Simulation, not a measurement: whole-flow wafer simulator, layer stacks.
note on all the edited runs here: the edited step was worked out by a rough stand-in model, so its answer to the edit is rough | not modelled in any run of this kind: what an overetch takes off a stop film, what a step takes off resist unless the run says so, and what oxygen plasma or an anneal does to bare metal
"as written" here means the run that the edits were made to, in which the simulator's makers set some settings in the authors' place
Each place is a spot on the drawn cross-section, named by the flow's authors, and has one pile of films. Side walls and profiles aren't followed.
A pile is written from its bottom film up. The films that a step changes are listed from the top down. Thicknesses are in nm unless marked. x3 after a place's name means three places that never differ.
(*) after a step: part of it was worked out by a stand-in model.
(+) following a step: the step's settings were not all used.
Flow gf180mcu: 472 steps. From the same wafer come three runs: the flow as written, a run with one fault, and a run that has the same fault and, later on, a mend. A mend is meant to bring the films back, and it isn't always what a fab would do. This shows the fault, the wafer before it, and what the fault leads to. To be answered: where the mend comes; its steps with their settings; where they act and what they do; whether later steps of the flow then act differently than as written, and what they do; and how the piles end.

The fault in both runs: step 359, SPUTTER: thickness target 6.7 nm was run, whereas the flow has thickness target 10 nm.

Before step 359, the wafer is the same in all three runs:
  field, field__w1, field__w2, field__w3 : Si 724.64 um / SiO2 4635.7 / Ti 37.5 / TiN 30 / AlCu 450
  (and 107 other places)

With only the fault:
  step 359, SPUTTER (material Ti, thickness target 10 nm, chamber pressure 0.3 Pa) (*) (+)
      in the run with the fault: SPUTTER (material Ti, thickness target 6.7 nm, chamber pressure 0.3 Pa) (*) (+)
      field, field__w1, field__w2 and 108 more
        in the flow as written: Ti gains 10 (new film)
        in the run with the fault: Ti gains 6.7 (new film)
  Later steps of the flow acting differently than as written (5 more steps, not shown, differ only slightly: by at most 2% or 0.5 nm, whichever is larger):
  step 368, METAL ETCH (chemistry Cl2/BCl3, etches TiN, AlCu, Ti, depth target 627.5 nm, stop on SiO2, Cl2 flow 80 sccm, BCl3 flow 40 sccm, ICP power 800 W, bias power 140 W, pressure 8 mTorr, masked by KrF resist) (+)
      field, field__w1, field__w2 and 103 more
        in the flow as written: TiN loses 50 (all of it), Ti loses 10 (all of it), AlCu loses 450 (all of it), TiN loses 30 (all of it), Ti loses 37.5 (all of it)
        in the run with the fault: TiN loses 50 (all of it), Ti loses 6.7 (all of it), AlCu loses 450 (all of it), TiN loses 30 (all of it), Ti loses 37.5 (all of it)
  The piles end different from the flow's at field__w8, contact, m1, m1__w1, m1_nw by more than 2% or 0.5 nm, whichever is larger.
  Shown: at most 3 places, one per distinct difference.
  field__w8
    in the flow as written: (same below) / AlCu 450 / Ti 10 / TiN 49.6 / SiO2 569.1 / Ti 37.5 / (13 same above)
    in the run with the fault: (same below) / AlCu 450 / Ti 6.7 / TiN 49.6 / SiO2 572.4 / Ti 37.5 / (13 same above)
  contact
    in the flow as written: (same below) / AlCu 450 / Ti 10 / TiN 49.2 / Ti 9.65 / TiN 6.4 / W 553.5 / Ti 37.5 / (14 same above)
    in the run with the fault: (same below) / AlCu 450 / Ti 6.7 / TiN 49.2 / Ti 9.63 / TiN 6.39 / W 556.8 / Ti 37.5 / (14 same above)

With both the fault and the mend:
  The mend stands after step 359.
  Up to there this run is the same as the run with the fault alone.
  step 359a, SPUTTER (material Ti, thickness target 3.3 nm, chamber pressure 0.3 Pa) (*) (+) (the flow's step 359, run once more with other settings)
      field, field__w1, field__w2 and 108 more
        Ti gains 3.3
  None of the later steps of the flow acts differently than as written at any place that is followed.
  At every place that both follow, the piles at the end match the flow's.
